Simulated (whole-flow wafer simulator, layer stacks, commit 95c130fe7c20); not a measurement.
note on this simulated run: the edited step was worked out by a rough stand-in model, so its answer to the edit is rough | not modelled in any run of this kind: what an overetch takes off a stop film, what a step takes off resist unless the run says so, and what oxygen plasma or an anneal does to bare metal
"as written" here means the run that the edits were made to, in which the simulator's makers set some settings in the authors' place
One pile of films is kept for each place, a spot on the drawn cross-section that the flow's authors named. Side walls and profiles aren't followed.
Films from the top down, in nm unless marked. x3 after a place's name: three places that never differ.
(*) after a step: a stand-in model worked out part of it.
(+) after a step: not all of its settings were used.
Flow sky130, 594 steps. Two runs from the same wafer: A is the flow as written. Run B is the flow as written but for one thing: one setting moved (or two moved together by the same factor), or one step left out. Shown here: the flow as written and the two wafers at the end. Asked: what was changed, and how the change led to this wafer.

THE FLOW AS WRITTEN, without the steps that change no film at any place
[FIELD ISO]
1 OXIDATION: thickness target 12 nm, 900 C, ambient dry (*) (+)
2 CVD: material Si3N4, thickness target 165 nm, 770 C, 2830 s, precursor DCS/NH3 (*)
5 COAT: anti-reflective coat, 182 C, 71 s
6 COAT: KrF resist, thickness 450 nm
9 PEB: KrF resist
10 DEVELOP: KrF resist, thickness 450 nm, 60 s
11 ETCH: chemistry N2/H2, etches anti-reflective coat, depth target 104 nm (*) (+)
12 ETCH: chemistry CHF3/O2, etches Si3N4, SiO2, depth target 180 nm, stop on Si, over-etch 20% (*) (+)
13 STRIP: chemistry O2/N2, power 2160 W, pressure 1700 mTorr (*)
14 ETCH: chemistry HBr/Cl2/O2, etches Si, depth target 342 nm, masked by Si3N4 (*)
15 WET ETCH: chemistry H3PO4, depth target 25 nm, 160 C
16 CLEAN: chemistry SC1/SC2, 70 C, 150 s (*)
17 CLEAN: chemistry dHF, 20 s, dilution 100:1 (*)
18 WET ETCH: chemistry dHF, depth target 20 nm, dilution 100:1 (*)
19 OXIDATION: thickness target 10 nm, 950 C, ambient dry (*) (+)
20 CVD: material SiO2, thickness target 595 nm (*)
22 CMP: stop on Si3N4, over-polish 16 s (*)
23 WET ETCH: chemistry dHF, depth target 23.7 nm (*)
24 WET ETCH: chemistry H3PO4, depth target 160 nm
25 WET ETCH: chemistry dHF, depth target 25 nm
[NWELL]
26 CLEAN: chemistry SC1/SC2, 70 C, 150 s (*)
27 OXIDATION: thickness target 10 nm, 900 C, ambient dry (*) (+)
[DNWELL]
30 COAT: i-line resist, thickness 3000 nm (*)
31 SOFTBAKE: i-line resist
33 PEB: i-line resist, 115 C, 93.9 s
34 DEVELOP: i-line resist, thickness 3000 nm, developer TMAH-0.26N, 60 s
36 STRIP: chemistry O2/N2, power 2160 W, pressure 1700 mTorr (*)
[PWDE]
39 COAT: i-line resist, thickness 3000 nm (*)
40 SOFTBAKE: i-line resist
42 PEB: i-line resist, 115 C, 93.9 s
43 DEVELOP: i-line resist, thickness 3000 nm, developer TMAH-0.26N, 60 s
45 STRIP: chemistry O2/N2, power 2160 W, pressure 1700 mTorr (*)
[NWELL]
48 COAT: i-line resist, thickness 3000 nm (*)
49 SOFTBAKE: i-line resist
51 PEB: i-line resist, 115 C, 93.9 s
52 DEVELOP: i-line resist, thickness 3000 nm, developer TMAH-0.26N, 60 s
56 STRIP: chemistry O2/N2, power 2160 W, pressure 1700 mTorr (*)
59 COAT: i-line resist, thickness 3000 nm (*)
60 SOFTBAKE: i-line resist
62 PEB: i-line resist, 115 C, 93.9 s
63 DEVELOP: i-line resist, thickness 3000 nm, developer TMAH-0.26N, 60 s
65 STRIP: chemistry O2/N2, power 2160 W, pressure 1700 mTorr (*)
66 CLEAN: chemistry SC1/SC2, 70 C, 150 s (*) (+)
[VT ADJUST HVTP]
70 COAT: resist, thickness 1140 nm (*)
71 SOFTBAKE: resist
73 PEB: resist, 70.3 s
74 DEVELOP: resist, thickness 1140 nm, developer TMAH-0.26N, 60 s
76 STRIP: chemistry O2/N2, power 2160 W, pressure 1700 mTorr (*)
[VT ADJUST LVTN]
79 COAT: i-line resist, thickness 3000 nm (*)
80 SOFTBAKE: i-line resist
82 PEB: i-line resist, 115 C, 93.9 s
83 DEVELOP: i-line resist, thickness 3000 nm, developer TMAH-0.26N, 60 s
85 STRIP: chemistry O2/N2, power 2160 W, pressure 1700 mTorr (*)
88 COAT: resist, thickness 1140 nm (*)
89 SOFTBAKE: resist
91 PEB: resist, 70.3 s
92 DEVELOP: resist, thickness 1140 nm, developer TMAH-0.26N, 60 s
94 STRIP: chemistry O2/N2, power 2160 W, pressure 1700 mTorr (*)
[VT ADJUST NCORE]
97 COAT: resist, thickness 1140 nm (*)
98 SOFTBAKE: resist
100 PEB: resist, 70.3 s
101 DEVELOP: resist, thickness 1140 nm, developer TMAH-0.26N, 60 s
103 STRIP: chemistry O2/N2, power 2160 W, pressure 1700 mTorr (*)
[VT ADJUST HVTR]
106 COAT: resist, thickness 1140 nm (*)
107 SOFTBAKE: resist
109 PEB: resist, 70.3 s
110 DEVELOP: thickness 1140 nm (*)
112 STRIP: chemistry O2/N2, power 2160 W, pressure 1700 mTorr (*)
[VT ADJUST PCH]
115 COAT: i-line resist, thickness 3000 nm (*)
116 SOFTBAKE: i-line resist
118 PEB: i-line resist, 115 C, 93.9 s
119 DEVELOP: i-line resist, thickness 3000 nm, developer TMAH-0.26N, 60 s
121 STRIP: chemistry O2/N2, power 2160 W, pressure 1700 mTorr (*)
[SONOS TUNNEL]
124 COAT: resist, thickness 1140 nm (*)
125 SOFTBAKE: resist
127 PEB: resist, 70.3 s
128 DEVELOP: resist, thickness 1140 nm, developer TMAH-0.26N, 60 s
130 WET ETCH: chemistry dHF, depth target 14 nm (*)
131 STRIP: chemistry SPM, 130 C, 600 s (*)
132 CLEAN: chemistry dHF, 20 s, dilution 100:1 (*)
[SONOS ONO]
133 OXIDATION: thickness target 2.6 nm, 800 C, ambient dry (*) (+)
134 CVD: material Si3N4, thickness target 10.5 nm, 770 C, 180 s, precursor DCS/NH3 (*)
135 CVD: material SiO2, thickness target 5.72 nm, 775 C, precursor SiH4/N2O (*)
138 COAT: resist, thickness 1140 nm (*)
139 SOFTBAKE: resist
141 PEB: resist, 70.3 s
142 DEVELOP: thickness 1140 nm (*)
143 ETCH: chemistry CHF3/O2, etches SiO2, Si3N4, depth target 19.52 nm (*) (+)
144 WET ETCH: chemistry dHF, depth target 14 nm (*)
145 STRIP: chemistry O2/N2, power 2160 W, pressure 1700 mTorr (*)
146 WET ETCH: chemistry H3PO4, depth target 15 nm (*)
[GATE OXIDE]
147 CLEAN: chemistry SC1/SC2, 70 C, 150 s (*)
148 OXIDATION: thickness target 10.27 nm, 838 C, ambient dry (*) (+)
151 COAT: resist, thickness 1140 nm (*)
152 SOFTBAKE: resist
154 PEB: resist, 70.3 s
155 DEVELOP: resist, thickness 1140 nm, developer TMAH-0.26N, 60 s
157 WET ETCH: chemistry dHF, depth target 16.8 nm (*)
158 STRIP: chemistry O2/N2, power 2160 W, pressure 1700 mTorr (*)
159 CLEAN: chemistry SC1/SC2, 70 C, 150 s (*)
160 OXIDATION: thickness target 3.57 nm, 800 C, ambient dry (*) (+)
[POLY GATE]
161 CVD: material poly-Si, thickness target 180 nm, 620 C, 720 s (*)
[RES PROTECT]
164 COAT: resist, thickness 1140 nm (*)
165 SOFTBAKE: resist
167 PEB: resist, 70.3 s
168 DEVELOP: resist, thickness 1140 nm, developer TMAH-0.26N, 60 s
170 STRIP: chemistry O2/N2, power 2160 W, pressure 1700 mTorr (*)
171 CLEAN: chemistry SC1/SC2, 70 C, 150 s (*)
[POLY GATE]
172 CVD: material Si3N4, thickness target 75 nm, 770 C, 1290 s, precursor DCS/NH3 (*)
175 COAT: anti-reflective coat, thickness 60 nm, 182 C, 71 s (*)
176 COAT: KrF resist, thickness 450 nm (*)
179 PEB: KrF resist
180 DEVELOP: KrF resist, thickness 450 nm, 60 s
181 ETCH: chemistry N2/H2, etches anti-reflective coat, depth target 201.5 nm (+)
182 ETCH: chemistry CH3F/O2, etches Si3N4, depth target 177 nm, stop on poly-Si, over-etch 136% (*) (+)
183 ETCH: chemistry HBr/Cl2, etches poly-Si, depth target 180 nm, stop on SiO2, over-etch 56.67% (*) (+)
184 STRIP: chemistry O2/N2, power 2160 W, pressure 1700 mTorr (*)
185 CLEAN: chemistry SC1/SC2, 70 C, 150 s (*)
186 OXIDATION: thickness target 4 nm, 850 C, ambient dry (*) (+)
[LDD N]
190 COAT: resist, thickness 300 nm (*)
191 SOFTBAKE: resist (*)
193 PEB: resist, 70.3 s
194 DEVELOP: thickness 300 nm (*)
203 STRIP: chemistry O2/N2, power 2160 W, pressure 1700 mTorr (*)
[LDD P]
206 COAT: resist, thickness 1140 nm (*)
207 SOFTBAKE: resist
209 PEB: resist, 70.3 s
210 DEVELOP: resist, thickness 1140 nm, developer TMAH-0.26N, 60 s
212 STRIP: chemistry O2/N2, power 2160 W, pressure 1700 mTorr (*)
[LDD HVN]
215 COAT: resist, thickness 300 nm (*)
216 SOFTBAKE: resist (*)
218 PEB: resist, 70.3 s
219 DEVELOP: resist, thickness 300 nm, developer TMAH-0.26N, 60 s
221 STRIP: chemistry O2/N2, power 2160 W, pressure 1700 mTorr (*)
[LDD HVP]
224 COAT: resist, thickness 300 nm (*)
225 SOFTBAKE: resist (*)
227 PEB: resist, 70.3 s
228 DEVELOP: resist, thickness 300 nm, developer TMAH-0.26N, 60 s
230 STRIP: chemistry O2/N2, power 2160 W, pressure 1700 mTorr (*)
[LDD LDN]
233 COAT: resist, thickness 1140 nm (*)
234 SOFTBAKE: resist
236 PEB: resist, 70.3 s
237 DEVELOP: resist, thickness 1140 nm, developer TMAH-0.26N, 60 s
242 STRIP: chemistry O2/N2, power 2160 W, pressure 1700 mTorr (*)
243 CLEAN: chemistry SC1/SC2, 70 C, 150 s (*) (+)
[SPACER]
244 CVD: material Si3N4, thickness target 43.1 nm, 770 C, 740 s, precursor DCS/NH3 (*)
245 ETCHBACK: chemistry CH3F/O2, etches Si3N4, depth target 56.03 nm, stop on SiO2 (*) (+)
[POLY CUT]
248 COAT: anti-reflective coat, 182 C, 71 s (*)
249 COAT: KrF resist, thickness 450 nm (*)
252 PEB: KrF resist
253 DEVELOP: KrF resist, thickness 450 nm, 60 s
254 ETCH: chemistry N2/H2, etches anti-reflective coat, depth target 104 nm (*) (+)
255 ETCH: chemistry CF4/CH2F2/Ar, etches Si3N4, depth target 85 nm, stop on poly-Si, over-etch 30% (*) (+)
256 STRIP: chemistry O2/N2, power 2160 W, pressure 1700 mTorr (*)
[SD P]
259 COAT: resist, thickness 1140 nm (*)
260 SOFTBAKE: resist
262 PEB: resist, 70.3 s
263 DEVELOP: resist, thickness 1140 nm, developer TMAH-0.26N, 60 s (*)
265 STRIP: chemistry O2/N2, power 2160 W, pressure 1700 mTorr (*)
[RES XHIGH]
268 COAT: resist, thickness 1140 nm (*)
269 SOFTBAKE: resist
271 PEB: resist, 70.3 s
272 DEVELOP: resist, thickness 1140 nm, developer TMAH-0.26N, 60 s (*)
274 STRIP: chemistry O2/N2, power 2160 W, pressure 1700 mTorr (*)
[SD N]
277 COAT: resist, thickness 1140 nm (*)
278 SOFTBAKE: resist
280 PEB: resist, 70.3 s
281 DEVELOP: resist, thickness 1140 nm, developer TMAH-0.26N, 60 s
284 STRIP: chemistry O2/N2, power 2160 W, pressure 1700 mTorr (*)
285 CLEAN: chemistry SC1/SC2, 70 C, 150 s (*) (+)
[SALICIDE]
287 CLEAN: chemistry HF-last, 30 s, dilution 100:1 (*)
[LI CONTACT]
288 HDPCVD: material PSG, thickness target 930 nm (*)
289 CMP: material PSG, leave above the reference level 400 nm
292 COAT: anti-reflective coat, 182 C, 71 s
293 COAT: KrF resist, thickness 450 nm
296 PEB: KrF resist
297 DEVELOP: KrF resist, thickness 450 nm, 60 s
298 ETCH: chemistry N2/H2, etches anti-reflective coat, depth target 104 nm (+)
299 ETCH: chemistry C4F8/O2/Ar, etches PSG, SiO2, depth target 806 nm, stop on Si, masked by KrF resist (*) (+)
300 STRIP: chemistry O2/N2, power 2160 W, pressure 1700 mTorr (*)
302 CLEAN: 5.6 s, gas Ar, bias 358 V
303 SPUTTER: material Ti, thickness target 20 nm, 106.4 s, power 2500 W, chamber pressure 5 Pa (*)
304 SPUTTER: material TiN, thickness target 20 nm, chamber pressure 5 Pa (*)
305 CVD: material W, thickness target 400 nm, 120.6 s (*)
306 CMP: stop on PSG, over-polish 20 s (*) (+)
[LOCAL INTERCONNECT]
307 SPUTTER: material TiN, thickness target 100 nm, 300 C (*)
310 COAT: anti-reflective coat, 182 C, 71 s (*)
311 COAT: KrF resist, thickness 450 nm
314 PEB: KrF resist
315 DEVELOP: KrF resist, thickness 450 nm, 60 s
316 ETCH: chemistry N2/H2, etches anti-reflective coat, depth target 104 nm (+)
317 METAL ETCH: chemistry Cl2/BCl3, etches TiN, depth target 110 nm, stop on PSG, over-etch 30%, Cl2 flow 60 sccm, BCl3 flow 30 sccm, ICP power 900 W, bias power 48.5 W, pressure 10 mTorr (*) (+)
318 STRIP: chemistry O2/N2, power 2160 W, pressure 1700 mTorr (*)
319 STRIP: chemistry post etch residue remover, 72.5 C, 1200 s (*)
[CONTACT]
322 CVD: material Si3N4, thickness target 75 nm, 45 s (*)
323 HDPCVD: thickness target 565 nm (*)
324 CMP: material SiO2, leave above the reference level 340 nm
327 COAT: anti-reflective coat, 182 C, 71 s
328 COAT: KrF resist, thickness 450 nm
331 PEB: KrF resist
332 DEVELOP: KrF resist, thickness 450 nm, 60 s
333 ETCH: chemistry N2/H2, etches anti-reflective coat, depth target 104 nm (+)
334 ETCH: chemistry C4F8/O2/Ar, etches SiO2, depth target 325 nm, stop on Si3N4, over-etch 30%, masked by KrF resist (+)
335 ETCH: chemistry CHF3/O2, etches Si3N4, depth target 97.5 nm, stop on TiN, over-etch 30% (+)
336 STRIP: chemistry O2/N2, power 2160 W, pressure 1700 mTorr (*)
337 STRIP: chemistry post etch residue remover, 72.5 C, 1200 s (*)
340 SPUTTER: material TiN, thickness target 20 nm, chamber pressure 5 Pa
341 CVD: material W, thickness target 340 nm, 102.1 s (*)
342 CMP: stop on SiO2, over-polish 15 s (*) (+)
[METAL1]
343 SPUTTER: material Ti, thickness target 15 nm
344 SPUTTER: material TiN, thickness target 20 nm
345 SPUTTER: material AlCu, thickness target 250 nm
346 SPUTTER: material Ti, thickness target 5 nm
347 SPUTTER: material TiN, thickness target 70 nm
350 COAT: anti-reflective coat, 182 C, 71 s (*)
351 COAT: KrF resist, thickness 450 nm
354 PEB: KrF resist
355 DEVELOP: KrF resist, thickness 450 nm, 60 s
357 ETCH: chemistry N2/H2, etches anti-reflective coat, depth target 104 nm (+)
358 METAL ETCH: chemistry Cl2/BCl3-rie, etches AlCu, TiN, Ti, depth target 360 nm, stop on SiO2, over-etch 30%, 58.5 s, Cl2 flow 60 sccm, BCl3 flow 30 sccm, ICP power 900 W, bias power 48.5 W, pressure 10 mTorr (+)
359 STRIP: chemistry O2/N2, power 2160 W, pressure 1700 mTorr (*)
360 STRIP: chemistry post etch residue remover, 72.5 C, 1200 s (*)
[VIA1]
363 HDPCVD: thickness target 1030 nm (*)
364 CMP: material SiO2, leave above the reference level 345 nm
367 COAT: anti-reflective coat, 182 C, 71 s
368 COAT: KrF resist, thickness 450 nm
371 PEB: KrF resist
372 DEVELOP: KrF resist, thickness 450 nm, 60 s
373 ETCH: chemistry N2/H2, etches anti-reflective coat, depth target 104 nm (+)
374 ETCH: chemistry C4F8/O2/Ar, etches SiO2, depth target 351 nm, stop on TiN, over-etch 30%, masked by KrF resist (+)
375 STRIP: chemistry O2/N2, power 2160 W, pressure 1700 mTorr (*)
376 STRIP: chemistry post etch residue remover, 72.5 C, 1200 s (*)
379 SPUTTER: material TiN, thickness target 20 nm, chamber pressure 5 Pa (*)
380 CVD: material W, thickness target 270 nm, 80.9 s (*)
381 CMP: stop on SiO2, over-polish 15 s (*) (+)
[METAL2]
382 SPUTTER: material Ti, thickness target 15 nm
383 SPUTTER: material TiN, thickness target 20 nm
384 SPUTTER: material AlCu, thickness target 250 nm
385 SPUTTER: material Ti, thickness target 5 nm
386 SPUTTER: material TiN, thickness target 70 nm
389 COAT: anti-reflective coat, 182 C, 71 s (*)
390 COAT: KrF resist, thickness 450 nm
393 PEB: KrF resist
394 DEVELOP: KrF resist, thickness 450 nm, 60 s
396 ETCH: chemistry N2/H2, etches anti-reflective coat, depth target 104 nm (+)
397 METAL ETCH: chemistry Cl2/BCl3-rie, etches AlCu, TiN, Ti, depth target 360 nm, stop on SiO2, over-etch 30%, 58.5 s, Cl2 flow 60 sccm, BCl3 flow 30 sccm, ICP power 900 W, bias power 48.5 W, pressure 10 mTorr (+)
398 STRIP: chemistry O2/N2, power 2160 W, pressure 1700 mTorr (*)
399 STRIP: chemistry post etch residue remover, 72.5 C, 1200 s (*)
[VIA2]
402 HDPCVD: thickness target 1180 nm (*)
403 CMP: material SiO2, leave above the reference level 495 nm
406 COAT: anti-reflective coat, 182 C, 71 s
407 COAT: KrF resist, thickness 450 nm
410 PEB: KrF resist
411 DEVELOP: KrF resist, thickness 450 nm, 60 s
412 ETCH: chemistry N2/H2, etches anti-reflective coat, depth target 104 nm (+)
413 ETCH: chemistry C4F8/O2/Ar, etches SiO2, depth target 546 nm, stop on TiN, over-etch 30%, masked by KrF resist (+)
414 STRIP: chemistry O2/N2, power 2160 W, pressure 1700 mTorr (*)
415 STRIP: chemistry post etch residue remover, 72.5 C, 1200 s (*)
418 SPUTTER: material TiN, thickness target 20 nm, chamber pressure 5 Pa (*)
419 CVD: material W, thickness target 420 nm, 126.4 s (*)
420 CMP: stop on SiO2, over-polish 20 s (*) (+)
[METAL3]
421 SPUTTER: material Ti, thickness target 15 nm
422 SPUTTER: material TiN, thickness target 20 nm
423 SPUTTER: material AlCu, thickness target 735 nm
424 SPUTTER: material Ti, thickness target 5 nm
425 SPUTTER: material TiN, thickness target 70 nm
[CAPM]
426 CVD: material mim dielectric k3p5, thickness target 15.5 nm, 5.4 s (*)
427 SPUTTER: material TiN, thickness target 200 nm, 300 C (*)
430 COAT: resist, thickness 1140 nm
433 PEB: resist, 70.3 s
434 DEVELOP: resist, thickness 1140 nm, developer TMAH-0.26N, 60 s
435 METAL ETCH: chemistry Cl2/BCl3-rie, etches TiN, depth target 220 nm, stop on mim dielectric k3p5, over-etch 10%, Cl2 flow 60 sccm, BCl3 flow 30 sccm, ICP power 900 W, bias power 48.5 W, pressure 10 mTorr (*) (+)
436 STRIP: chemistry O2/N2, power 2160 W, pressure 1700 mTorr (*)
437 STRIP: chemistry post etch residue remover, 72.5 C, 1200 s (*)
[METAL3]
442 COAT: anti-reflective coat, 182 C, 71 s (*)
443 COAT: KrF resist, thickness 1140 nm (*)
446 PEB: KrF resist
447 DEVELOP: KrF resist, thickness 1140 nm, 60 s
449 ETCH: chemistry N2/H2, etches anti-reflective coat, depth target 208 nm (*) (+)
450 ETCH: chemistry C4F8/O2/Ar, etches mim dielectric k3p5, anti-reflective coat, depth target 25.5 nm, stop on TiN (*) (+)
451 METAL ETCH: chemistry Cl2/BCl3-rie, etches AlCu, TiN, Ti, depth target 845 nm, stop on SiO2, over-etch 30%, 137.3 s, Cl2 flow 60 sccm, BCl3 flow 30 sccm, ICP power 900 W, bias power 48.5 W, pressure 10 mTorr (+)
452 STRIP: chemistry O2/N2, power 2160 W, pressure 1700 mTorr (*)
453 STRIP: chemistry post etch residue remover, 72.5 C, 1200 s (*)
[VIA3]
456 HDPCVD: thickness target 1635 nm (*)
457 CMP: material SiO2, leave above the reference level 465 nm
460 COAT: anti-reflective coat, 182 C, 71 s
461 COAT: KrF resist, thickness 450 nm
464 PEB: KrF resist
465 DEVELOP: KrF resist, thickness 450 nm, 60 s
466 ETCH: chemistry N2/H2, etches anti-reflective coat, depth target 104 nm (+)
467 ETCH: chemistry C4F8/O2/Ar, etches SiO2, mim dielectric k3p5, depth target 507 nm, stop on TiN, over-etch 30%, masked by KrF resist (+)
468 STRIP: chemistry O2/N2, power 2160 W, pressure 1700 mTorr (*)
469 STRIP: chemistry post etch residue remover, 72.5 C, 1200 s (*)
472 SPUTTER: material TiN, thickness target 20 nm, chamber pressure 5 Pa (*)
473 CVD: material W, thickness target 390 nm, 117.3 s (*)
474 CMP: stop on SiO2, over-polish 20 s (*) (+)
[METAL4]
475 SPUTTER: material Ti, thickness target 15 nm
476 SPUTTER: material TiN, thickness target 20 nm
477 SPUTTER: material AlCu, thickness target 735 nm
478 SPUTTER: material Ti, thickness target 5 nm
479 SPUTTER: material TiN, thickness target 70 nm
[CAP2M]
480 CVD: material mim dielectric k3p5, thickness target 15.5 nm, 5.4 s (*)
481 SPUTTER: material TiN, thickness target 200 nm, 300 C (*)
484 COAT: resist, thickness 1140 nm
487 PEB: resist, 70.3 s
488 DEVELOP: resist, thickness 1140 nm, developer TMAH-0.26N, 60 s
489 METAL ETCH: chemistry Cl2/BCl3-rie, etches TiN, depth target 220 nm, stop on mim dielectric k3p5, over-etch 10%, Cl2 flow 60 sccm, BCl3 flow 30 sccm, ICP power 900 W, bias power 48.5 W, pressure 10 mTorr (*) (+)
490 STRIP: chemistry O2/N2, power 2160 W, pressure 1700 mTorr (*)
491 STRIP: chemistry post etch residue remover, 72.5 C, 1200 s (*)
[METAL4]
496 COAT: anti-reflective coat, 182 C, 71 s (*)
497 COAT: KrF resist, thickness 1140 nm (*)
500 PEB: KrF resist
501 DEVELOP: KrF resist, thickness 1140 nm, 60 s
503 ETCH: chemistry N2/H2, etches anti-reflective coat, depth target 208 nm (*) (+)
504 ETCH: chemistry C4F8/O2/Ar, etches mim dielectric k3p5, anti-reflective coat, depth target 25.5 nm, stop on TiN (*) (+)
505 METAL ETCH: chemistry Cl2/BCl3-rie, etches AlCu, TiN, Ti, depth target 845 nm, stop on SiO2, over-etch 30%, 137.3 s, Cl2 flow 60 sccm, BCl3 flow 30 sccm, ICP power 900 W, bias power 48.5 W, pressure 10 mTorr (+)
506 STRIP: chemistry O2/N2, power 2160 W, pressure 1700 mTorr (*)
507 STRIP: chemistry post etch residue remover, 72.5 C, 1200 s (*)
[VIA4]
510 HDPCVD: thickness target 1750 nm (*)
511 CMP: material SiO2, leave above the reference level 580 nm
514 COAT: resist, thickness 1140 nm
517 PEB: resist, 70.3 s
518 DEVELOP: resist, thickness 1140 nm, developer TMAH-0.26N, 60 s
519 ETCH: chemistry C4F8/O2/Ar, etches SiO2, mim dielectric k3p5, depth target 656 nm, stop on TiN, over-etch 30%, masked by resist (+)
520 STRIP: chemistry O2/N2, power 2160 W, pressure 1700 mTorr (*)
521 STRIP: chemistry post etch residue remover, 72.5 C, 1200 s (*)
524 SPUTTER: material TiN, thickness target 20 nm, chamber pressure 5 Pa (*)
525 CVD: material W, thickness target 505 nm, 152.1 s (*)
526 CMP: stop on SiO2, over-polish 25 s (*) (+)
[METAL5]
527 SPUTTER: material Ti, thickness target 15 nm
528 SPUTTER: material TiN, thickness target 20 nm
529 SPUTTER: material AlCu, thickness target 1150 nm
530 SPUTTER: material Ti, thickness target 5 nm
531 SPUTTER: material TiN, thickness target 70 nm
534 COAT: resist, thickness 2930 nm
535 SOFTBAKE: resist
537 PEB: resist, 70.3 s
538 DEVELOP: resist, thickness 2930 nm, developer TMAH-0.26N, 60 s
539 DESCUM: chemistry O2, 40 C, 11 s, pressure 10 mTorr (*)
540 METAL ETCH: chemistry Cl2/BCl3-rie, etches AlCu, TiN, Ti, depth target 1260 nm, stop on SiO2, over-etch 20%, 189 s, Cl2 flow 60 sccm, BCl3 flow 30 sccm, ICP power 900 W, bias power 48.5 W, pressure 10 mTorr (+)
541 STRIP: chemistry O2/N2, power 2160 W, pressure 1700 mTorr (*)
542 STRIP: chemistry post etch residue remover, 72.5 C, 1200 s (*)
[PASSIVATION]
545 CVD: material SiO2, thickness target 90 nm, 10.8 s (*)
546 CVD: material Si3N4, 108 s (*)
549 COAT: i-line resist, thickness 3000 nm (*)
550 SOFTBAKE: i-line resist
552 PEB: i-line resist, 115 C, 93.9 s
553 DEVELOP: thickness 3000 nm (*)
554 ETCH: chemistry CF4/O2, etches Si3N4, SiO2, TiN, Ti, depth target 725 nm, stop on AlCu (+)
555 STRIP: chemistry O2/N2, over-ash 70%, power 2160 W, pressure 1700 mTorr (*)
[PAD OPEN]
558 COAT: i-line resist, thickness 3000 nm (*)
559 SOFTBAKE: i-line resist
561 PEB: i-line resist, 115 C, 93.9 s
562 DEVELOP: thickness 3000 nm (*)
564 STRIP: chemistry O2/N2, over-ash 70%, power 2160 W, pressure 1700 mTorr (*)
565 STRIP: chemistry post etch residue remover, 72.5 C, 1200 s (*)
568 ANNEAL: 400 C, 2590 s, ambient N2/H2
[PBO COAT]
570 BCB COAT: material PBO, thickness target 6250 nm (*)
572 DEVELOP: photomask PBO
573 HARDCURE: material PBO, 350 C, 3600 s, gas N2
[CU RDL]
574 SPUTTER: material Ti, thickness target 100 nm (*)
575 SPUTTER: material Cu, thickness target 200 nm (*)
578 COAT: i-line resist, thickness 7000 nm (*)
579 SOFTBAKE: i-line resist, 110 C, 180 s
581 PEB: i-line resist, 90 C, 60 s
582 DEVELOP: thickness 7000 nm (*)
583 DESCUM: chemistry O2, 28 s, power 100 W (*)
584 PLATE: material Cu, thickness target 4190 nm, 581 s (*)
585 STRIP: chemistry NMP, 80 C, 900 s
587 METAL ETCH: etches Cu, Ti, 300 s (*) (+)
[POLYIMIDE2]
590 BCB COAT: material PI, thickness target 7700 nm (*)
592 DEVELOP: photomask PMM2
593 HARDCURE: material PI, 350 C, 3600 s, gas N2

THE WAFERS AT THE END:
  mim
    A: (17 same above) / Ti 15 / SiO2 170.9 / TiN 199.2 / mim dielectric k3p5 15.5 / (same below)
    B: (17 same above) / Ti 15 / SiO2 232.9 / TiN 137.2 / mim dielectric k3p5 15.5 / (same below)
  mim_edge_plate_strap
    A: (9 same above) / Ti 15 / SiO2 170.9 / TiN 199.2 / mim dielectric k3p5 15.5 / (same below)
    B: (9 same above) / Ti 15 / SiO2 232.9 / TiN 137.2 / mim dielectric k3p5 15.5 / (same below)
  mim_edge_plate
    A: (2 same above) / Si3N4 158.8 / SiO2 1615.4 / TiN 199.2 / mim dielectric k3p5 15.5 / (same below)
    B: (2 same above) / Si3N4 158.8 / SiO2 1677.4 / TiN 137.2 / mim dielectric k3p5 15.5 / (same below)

The cause: step 427, SPUTTER: thickness target 138 nm was run, where the flow has thickness target 200 nm.

How the change led to this, step by step:
  427 SPUTTER: material TiN, thickness target 200 nm, 300 C (*)
      field, active, n_well and 188 more: A TiN +200 (new film) | B TiN +138 (new film)
  435 METAL ETCH: chemistry Cl2/BCl3-rie, etches TiN, depth target 220 nm, stop on mim dielectric k3p5, over-etch 10%, Cl2 flow 60 sccm, BCl3 flow 30 sccm, ICP power 900 W, bias power 48.5 W, pressure 10 mTorr (*) (+)
      field, active, n_well and 185 more: A TiN -200 (all of it) | B TiN -138 (all of it)
      mim, mim_edge_plate_strap, mim_edge_plate: A resist -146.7 | B resist -101.2
  436 STRIP: chemistry O2/N2, power 2160 W, pressure 1700 mTorr (*)
      mim, mim_edge_plate_strap, mim_edge_plate: A resist -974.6 (all of it) | B resist -1020.1 (all of it)
  442 COAT: anti-reflective coat, 182 C, 71 s (*)
      rpm_encl, rpm_encl_psd, rpm_encl_urpm: A anti-reflective coat +101.2 (new film) | B anti-reflective coat +103.4 (new film)
      poly_licon, rpo_hd_licon: A anti-reflective coat +57.6 (new film) | B anti-reflective coat +74.3 (new film)
      (and at 7 more places)
  443 COAT: KrF resist, thickness 1140 nm (*)
      mim_edge_plate_strap, mim_edge_plate: A KrF resist +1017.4 (new film) | B KrF resist +1079.4 (new film)
      mim: A KrF resist +1025.5 (new film) | B KrF resist +1079.2 (new film)
      (and at 1 more place)
  449 ETCH: chemistry N2/H2, etches anti-reflective coat, depth target 208 nm (*) (+)
      rpm_encl, rpm_encl_psd, rpm_encl_urpm: A anti-reflective coat -101.2 (all of it) | B anti-reflective coat -103.4 (all of it)
      poly_licon, rpo_hd_licon: A anti-reflective coat -57.6 (all of it) | B anti-reflective coat -74.3 (all of it)
      (and at 3 more places)
  452 STRIP: chemistry O2/N2, power 2160 W, pressure 1700 mTorr (*)
      mim_edge_plate_strap, mim_edge_plate: A KrF resist -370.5 (all of it), anti-reflective coat -3 (all of it) | B KrF resist -432.4 (all of it), anti-reflective coat -3 (all of it)
      mim: A KrF resist -378.7 (all of it), anti-reflective coat -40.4 (all of it) | B KrF resist -432.2 (all of it), anti-reflective coat -29.8 (all of it)
      (and at 3 more places)
  457 CMP: material SiO2, leave above the reference level 465 nm
      mim, mim_edge_plate_strap, mim_edge_plate: A SiO2 -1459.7 | B SiO2 -1397.7
